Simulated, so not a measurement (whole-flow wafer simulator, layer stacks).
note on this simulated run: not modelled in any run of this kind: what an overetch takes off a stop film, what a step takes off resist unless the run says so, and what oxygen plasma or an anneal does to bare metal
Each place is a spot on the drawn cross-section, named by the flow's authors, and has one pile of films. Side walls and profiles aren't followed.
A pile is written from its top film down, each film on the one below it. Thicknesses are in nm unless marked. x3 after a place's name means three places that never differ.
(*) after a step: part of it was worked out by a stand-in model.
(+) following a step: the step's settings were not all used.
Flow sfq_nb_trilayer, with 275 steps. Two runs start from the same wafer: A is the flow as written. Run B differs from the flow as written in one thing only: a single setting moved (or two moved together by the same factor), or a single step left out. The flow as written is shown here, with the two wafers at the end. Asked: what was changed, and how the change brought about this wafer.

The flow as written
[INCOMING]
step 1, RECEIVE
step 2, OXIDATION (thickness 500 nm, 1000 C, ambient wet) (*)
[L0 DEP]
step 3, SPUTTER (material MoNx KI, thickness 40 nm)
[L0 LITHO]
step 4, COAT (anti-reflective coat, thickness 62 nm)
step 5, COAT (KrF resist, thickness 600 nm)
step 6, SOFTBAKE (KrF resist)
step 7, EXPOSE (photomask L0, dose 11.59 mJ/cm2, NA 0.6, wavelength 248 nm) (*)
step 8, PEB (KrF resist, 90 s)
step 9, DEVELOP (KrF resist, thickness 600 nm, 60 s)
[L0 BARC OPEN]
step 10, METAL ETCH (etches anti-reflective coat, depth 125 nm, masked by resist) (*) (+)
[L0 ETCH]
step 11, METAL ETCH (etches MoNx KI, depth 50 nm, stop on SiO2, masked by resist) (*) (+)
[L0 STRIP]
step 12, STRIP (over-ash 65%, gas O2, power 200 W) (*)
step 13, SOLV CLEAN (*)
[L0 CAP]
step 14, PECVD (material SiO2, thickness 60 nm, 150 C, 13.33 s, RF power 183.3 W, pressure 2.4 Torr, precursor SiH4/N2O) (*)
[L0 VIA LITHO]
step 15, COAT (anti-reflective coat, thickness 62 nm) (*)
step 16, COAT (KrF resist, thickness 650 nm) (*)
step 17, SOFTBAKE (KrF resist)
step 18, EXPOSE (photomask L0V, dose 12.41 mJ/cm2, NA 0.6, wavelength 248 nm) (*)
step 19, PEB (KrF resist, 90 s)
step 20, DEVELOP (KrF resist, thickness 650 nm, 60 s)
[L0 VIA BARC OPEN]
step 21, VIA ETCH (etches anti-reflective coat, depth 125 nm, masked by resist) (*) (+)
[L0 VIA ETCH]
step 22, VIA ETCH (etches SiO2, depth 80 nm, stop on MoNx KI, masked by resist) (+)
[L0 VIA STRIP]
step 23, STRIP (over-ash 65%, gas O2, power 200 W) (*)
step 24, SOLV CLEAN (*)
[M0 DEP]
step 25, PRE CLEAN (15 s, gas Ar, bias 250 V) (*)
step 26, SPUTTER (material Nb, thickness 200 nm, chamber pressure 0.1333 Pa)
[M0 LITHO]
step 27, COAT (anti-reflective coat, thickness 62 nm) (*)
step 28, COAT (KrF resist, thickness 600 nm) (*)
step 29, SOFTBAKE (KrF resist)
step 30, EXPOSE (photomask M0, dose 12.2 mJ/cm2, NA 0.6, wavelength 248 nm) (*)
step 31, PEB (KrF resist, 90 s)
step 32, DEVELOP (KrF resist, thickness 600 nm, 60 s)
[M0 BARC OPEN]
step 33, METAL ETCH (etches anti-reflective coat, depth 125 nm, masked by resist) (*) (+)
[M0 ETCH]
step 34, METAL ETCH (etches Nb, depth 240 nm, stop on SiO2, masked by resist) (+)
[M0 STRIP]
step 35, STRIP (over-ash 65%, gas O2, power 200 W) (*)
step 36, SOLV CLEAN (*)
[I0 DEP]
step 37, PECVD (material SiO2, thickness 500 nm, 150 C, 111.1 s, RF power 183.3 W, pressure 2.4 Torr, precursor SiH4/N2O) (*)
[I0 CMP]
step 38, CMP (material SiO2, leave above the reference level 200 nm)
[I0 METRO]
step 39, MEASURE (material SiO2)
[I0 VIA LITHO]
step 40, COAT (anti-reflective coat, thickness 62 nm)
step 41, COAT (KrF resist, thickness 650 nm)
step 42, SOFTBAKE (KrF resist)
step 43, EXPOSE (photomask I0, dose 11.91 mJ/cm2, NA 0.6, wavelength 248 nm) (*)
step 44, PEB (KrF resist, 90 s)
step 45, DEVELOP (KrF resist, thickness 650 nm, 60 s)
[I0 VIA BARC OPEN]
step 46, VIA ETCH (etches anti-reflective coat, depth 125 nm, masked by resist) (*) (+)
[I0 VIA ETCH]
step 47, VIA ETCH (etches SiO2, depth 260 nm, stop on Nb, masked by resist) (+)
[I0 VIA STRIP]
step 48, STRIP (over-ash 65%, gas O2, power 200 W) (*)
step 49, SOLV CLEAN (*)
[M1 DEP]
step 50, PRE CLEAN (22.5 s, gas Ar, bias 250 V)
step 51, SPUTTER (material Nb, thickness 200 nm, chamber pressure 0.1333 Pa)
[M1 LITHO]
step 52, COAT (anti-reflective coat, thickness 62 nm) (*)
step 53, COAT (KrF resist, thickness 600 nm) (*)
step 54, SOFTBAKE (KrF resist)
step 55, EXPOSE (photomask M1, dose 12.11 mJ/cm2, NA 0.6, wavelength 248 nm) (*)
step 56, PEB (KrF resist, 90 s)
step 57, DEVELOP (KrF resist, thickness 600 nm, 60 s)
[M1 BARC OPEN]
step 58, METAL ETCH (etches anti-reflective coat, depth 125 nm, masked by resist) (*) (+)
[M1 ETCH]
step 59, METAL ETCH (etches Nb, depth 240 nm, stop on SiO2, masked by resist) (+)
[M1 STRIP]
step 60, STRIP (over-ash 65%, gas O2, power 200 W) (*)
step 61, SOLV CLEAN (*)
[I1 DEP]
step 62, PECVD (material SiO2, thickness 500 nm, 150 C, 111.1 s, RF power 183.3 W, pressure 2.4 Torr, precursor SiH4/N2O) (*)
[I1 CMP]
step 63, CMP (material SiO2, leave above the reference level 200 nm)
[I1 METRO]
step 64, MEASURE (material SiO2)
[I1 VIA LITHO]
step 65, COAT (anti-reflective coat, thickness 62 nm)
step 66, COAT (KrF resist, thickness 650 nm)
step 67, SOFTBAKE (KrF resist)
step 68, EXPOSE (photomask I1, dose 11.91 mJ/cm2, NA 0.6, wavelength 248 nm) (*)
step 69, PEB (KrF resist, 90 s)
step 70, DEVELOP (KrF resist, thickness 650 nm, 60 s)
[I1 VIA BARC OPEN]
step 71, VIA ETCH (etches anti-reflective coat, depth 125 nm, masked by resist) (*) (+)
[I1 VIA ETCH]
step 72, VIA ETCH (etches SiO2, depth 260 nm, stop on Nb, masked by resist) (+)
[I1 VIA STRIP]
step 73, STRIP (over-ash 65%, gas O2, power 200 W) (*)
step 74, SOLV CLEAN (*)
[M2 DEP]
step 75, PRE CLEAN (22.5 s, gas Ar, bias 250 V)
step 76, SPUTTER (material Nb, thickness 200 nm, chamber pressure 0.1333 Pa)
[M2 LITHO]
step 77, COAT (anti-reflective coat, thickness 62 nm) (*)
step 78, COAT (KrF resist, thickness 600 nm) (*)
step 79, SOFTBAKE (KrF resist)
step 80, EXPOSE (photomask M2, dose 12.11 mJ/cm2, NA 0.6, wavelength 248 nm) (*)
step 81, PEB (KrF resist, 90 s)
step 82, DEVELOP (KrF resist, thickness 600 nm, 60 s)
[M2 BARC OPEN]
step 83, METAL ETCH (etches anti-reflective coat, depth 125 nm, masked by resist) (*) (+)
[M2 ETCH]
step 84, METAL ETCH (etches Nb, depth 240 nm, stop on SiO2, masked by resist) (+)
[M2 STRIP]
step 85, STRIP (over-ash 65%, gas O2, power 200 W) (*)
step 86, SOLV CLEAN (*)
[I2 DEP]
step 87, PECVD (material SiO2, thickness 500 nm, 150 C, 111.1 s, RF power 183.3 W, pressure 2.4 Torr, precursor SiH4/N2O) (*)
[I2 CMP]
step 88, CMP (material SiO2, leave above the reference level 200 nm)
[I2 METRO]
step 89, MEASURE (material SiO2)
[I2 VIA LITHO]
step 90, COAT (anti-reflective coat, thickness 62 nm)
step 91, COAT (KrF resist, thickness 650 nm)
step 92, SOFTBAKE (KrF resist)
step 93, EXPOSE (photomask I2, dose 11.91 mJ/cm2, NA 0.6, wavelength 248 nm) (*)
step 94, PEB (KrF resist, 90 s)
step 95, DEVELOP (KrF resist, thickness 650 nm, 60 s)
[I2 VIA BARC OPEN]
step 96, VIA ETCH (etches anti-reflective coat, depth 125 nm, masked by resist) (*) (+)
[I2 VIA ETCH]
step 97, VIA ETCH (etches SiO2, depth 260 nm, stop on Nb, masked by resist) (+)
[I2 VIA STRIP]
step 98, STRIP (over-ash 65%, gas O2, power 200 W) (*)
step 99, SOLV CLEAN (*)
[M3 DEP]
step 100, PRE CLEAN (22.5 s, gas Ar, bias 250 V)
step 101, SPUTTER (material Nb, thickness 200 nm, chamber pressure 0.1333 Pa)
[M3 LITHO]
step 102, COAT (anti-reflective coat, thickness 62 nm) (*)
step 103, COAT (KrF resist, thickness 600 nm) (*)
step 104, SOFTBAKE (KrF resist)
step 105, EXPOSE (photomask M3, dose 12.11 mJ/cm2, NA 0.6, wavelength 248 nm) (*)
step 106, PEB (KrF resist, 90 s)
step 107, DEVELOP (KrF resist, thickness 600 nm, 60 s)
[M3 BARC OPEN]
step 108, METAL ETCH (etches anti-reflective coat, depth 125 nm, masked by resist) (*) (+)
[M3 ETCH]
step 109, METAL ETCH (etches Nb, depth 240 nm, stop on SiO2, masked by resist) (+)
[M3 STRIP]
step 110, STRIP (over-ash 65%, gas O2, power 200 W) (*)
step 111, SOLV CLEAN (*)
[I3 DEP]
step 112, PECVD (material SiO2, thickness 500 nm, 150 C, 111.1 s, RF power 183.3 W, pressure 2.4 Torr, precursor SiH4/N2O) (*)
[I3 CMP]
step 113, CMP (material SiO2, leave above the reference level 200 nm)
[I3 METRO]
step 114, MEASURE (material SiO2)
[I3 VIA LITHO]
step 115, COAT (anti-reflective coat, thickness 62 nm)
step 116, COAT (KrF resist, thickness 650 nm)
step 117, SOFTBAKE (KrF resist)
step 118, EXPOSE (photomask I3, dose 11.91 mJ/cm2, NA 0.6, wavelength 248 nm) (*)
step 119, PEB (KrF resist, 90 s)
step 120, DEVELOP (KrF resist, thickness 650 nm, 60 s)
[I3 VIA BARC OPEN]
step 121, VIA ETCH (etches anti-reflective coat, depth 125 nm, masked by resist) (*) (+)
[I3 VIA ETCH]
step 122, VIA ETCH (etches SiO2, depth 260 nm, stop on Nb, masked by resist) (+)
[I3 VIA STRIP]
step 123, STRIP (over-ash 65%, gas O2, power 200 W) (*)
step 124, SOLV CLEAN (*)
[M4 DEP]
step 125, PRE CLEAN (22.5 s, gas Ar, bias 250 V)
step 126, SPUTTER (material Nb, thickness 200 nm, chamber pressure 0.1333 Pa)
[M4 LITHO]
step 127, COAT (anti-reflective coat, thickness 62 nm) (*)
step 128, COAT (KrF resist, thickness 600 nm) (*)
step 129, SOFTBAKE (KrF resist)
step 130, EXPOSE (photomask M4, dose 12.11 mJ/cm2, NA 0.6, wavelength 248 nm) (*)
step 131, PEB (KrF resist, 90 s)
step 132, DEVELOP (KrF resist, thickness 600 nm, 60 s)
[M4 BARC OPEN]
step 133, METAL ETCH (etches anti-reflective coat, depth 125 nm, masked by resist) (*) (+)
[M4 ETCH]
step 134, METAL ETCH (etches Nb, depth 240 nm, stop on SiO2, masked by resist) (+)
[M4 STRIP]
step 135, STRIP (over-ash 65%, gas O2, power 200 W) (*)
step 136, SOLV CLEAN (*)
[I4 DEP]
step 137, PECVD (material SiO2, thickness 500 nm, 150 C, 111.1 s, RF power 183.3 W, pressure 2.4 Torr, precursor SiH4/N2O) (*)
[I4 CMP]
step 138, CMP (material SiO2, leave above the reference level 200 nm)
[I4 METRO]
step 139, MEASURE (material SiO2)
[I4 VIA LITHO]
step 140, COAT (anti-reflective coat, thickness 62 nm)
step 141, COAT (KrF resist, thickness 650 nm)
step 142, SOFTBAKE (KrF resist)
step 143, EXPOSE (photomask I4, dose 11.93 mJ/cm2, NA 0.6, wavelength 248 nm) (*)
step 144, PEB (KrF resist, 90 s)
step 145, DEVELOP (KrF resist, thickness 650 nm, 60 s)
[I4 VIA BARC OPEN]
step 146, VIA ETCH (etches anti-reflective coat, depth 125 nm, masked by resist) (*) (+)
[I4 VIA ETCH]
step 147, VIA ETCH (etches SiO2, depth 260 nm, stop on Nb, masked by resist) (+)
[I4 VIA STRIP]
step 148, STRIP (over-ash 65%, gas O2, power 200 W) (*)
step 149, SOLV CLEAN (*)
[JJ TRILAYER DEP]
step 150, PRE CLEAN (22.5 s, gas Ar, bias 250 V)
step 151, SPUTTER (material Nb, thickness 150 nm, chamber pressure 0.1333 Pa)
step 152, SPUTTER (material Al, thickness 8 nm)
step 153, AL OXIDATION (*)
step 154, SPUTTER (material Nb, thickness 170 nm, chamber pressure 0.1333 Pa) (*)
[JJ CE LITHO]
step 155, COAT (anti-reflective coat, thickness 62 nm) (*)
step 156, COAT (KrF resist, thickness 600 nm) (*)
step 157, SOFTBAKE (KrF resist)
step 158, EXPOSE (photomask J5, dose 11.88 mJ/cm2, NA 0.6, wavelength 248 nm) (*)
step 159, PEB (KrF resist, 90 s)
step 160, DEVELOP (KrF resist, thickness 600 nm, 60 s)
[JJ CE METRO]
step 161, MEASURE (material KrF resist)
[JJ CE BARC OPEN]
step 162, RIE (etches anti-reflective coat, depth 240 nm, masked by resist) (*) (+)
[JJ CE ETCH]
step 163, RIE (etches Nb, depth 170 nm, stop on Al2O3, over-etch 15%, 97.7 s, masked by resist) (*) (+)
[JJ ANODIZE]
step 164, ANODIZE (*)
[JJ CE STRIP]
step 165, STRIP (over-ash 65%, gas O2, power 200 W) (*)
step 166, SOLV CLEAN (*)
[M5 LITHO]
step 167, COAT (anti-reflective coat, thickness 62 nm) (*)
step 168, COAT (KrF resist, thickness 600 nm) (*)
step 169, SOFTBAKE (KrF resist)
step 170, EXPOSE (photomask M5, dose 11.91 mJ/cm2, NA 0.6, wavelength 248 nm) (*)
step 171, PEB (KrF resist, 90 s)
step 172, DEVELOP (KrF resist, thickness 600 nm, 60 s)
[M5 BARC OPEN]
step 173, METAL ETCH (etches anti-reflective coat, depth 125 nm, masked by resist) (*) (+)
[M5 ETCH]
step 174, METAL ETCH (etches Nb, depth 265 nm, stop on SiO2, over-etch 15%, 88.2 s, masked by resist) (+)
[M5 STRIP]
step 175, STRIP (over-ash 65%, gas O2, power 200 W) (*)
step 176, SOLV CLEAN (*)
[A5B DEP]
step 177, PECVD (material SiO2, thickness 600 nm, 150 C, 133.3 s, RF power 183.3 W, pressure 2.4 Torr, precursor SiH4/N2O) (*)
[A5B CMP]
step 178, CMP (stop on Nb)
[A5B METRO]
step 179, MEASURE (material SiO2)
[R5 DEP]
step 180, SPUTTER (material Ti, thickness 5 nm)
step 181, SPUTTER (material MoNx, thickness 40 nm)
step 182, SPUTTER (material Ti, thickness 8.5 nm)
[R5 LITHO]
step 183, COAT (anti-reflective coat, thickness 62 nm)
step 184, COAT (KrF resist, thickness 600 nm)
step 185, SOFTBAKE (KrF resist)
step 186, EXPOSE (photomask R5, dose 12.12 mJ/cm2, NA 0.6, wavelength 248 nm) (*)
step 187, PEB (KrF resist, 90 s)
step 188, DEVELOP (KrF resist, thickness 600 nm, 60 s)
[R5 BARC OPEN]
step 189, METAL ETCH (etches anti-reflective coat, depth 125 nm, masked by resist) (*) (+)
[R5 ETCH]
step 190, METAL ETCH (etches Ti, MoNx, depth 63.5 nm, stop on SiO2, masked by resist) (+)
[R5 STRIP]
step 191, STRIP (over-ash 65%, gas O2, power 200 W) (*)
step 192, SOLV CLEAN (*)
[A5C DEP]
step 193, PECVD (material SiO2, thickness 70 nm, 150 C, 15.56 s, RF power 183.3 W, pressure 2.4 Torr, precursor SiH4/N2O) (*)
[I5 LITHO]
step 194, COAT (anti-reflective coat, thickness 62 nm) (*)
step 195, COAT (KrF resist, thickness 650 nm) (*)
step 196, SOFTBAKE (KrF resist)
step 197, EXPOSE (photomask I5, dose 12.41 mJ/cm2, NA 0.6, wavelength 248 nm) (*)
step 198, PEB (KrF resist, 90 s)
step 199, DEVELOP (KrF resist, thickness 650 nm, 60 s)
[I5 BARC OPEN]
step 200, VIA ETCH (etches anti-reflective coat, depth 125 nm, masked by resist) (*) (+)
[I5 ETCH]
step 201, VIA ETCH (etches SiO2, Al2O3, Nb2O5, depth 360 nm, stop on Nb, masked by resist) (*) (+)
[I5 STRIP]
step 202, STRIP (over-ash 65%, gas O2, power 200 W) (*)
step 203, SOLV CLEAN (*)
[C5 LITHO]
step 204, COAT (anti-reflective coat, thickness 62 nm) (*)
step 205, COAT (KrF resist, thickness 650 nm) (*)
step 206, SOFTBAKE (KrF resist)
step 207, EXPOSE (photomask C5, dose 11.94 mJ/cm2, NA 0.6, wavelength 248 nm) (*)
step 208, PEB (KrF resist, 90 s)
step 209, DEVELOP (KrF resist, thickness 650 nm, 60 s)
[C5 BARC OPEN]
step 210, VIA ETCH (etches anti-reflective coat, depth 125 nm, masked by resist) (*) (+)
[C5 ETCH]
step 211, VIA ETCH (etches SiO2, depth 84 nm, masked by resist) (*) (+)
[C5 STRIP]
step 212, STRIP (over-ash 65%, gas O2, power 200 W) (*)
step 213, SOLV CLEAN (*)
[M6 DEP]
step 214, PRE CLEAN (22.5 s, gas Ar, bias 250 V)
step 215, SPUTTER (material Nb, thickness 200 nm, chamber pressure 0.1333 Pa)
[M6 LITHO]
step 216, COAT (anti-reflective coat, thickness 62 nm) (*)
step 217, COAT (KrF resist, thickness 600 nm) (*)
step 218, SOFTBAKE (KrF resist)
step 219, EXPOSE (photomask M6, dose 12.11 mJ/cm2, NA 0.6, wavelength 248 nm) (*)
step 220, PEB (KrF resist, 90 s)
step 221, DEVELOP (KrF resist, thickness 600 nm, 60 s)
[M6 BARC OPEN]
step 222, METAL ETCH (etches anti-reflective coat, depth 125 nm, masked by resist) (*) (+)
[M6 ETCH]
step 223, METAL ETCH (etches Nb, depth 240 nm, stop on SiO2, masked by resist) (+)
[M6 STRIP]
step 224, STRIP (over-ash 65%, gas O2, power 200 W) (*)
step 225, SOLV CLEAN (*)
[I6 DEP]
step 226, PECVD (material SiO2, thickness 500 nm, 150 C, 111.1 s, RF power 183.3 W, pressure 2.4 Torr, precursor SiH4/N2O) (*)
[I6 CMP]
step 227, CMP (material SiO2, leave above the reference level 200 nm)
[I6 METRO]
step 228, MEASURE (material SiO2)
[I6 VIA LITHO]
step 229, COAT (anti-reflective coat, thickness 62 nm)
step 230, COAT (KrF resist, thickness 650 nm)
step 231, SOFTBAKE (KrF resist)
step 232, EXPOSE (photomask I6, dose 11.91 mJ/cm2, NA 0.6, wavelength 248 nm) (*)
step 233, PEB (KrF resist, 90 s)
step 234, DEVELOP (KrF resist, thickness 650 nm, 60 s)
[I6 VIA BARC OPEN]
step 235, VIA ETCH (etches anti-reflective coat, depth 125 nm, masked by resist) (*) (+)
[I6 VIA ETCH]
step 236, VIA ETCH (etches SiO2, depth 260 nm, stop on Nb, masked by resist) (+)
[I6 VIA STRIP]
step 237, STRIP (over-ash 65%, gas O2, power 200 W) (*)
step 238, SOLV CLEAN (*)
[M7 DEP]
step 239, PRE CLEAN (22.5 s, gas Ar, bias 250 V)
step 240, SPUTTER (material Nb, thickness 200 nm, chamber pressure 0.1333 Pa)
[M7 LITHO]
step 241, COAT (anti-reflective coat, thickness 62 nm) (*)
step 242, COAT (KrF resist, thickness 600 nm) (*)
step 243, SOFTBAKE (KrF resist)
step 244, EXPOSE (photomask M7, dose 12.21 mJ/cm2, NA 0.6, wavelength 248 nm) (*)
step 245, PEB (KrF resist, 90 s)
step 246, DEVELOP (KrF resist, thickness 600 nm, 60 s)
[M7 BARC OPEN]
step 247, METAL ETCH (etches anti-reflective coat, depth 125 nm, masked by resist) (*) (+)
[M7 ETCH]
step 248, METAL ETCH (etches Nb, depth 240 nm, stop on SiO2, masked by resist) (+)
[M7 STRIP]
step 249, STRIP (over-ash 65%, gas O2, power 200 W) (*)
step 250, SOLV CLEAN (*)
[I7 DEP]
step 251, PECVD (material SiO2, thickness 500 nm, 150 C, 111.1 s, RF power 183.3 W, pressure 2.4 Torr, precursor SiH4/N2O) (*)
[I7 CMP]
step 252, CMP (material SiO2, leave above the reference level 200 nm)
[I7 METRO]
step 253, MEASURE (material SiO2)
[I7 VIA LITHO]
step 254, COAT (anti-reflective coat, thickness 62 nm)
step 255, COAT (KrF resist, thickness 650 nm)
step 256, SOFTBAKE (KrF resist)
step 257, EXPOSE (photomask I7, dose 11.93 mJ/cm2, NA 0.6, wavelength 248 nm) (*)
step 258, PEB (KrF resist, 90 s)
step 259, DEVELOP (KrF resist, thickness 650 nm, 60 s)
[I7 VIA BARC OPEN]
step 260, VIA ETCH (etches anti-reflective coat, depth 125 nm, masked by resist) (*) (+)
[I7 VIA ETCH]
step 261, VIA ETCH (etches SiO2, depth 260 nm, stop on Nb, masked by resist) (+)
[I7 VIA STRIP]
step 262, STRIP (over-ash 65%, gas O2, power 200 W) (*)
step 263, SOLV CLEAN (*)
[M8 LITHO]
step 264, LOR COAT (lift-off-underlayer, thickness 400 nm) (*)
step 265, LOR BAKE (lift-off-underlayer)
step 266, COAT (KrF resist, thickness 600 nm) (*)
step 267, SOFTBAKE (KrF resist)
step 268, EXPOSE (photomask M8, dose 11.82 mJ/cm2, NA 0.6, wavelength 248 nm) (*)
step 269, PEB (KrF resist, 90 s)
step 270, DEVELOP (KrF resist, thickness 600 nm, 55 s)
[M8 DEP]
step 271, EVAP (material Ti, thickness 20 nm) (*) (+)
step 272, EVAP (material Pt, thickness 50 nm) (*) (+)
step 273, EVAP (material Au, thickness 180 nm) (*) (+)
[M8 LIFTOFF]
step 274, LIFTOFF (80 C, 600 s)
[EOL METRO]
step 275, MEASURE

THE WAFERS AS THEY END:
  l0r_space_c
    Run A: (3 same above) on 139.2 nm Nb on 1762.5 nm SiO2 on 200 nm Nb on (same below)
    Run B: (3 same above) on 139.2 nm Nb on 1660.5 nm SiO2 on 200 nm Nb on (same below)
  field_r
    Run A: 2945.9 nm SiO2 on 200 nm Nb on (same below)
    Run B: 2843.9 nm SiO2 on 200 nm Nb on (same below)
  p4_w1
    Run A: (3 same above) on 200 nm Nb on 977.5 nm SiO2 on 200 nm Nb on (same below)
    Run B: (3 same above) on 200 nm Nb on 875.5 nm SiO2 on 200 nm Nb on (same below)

What caused this: step 76, SPUTTER: thickness 98 nm was run, whereas the flow has thickness 200 nm.

Step by step, how the change led to this:
  step 76, SPUTTER (material Nb, thickness 200 nm, chamber pressure 0.1333 Pa)
      field_l, v_sur, via_wl and 102 more: A Nb gains 200 (new film) | B Nb gains 98 (new film)
      via_v: A Nb gains 174.5 | B Nb gains 86.3
  step 77, COAT (anti-reflective coat, thickness 62 nm) (*)
      via_v: A anti-reflective coat gains 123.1 (new film) | B anti-reflective coat gains 118.8 (new film)
  step 84, METAL ETCH (etches Nb, depth 240 nm, stop on SiO2, masked by resist) (+)
      field_l, be, be_sur and 81 more: A Nb loses 200 (all of it) | B Nb loses 98 (all of it)
      v_sur, via_wl, via_w and 19 more: A KrF resist loses 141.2 | B KrF resist loses 86.5
  step 85, STRIP (over-ash 65%, gas O2, power 200 W) (*)
      wl_j_sl, wl_jj, wl_j_sr and 12 more: A KrF resist loses 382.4 (all of it), anti-reflective coat loses 62 (all of it) | B KrF resist loses 437.1 (all of it), anti-reflective coat loses 62 (all of it)
      v_sur: A KrF resist loses 380 (all of it), anti-reflective coat loses 61.4 (all of it) | B KrF resist loses 434.8 (all of it), anti-reflective coat loses 61.4 (all of it)
      (as well as at 6 more places)
  step 87, PECVD (material SiO2, thickness 500 nm, 150 C, 111.1 s, RF power 183.3 W, pressure 2.4 Torr, precursor SiH4/N2O) (*)
      via_v: A SiO2 gains 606 (new film) | B SiO2 gains 581 (new film)
  step 88, CMP (material SiO2, leave above the reference level 200 nm)
      field_l, be, be_sur and 81 more: A SiO2 loses 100 | B SiO2 loses 202
      via_v: A SiO2 loses 181.6 | B SiO2 loses 170.4
